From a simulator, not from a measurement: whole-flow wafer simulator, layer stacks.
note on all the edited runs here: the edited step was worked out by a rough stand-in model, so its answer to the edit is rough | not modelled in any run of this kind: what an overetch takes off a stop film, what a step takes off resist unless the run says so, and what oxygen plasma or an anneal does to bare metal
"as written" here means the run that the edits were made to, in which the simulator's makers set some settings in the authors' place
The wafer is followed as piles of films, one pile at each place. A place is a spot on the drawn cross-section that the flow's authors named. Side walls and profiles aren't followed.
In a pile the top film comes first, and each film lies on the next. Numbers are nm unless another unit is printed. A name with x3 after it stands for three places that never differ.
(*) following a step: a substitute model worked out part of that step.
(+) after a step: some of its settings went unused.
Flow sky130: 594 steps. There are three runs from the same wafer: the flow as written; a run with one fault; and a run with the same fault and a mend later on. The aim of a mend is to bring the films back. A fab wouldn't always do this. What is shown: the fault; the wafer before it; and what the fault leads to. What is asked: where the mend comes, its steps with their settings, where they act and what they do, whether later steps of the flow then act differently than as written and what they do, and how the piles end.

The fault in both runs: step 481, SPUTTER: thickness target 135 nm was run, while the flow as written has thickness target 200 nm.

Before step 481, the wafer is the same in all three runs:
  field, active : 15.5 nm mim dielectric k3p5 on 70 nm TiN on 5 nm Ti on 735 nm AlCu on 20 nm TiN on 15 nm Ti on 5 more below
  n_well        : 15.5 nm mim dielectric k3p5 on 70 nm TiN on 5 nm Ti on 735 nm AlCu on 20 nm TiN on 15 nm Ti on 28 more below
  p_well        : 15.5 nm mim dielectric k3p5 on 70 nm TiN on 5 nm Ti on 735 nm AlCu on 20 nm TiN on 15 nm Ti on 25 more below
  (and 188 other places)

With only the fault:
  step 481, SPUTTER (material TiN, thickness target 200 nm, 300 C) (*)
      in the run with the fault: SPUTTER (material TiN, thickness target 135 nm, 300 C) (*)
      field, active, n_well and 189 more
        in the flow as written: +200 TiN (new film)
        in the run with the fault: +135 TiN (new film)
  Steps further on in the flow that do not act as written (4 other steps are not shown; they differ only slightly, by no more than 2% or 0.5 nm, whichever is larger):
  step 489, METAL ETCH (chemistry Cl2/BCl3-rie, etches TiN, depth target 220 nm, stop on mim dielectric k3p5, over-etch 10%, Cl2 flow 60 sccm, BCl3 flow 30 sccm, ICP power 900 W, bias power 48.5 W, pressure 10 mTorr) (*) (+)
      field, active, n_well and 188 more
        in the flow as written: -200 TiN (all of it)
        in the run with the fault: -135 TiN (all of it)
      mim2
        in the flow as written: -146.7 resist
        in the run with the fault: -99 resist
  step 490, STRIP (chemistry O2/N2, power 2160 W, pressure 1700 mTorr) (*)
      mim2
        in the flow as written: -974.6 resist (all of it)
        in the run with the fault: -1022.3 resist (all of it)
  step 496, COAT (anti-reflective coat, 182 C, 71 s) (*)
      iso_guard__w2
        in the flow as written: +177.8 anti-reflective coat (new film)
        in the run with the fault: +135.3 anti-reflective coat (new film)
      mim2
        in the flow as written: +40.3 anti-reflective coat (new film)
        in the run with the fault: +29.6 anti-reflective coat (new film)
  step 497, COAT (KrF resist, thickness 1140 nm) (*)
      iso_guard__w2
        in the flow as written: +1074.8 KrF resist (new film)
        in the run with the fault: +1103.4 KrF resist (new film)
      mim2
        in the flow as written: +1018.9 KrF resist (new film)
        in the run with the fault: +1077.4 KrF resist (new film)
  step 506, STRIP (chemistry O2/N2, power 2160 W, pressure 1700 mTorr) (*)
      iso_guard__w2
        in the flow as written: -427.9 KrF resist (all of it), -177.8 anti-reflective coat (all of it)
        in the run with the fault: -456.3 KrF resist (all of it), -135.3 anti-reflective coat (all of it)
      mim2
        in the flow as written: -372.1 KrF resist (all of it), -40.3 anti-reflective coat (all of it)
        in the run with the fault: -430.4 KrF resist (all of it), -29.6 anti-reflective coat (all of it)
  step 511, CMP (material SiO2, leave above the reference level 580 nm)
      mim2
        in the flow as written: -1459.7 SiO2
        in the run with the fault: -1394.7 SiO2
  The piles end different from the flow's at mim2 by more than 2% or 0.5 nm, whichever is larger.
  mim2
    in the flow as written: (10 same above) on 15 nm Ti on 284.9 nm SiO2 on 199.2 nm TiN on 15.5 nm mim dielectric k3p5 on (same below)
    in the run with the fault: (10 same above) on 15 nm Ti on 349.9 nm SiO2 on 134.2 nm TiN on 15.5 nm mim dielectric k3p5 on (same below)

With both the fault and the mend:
  The mend stands after step 481.
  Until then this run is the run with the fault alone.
  step 481a, SPUTTER (material TiN, thickness target 65 nm, 300 C) (*) (the flow's step 481 again, with other settings)
      field, active, n_well and 189 more
        +65 TiN
  Every later step of the flow that is run acts as written at every place that is followed.
  At every place that both follow, the piles at the end match the flow's.
